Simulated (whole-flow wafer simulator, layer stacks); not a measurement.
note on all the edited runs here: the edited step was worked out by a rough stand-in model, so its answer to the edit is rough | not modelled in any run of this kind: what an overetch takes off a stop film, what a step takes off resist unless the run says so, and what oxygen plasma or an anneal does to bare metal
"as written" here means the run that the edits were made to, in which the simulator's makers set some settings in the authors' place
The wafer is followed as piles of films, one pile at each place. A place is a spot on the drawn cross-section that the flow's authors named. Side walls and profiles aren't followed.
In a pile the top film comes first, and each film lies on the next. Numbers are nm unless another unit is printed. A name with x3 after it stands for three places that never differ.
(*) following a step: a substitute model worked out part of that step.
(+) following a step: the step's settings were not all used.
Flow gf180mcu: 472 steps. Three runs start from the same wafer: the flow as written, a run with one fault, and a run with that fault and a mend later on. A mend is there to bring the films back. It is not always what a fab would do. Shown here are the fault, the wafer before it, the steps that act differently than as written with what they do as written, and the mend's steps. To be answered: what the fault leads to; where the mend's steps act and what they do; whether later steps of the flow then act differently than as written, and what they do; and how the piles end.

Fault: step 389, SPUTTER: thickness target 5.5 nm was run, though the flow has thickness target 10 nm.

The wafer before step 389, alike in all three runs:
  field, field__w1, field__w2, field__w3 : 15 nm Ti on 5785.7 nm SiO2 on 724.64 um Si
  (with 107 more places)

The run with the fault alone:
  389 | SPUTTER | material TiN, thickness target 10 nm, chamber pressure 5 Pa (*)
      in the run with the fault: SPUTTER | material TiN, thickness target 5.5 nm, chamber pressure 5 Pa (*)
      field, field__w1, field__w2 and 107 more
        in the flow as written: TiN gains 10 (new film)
        in the run with the fault: TiN gains 5.5 (new film)
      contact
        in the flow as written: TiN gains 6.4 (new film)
        in the run with the fault: TiN gains 3.53 (new film)
  Later steps of the flow acting differently than as written (1 other step is not shown; it differs only slightly, by no more than 2% or 0.5 nm, whichever is larger):
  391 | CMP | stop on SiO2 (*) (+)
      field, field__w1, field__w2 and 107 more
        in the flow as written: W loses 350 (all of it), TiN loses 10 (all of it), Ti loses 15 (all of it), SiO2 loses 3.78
        in the run with the fault: W loses 350 (all of it), TiN loses 5.5 (all of it), Ti loses 15 (all of it), SiO2 loses 3.74
  At contact, the piles at the end differ from the flow's by more than 2% or 0.5 nm, whichever is larger.
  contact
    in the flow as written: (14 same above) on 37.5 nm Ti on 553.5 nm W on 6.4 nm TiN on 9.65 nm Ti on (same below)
    in the run with the fault: (14 same above) on 37.5 nm Ti on 556.4 nm W on 3.53 nm TiN on 9.65 nm Ti on (same below)

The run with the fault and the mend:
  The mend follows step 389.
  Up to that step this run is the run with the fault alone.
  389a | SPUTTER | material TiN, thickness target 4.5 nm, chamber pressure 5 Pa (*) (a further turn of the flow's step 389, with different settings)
      field, field__w1, field__w2 and 107 more
        TiN gains 4.5
      contact
        TiN gains 2.88
  None of the later steps of the flow acts differently than as written at any place that is followed.
  At every place that both follow, the piles at the end match the flow's.
